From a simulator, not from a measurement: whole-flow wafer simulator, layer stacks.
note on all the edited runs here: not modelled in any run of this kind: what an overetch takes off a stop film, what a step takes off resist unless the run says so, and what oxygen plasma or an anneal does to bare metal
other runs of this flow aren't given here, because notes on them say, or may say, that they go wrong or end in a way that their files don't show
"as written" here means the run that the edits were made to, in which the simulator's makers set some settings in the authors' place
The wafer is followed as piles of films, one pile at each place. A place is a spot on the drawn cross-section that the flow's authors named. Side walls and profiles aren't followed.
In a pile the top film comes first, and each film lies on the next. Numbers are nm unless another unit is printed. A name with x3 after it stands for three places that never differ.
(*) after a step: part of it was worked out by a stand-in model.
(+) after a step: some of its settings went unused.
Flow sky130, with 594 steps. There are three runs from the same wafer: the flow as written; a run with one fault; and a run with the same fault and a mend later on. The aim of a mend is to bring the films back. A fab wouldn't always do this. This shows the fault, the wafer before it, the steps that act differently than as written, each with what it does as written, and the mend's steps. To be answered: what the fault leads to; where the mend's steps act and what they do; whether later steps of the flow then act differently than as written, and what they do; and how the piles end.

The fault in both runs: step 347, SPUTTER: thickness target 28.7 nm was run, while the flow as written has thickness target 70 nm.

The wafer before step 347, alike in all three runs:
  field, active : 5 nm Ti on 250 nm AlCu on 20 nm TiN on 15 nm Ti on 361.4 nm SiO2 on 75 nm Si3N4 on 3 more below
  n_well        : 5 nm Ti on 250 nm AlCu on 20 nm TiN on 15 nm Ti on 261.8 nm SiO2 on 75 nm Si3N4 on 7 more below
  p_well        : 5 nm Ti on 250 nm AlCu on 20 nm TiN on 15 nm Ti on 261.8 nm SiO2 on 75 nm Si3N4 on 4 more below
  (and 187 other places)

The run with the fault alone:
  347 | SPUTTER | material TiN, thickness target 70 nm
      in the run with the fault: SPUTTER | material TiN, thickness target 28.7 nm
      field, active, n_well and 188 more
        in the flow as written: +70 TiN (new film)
        in the run with the fault: +28.7 TiN (new film)
  Later steps of the flow acting differently than as written (not shown: 16 more steps that differ only slightly, by at most 2% or 0.5 nm, whichever is larger):
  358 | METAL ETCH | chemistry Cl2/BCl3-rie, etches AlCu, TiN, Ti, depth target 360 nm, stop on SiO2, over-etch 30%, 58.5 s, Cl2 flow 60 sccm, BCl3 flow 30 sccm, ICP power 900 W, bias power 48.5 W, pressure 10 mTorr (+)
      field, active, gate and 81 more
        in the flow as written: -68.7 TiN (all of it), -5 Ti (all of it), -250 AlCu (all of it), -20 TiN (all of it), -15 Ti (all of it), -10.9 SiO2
        in the run with the fault: -27.4 TiN (all of it), -5 Ti (all of it), -250 AlCu (all of it), -20 TiN (all of it), -15 Ti (all of it), -15.1 SiO2
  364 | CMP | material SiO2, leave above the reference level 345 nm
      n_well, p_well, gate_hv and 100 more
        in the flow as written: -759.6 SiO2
        in the run with the fault: -718.3 SiO2
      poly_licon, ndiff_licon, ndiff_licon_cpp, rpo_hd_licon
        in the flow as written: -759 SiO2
        in the run with the fault: -717.7 SiO2
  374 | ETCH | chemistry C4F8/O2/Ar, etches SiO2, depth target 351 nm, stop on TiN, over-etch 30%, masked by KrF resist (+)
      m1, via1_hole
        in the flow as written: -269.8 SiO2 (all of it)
        in the run with the fault: -311.1 SiO2 (all of it)
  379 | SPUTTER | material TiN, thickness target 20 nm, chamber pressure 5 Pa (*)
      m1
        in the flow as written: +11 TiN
        in the run with the fault: +10.2 TiN
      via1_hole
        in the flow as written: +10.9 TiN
        in the run with the fault: +10.2 TiN
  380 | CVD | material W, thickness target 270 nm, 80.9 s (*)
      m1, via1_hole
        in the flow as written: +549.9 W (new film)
        in the run with the fault: +591.9 W (new film)
  At n_well, p_well, gate_hv and 104 more, the piles at the end differ from the flow's by more than 2% or 0.5 nm, whichever is larger.
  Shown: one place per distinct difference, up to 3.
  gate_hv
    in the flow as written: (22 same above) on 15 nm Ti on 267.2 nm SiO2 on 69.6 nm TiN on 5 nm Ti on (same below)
    in the run with the fault: (22 same above) on 15 nm Ti on 308.5 nm SiO2 on 28.3 nm TiN on 5 nm Ti on (same below)
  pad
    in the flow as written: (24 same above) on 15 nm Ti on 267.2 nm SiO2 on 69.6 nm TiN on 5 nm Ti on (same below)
    in the run with the fault: (24 same above) on 15 nm Ti on 308.5 nm SiO2 on 28.3 nm TiN on 5 nm Ti on (same below)
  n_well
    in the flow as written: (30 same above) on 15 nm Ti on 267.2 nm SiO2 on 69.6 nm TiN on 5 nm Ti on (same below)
    in the run with the fault: (30 same above) on 15 nm Ti on 308.5 nm SiO2 on 28.3 nm TiN on 5 nm Ti on (same below)

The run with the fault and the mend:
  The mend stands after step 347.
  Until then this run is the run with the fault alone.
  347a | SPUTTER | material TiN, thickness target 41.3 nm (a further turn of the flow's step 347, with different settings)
      field, active, n_well and 188 more
        +41.3 TiN
  Every later step of the flow that is run acts as written at every place that is followed.
  At every place that both follow, the piles at the end match the flow's.
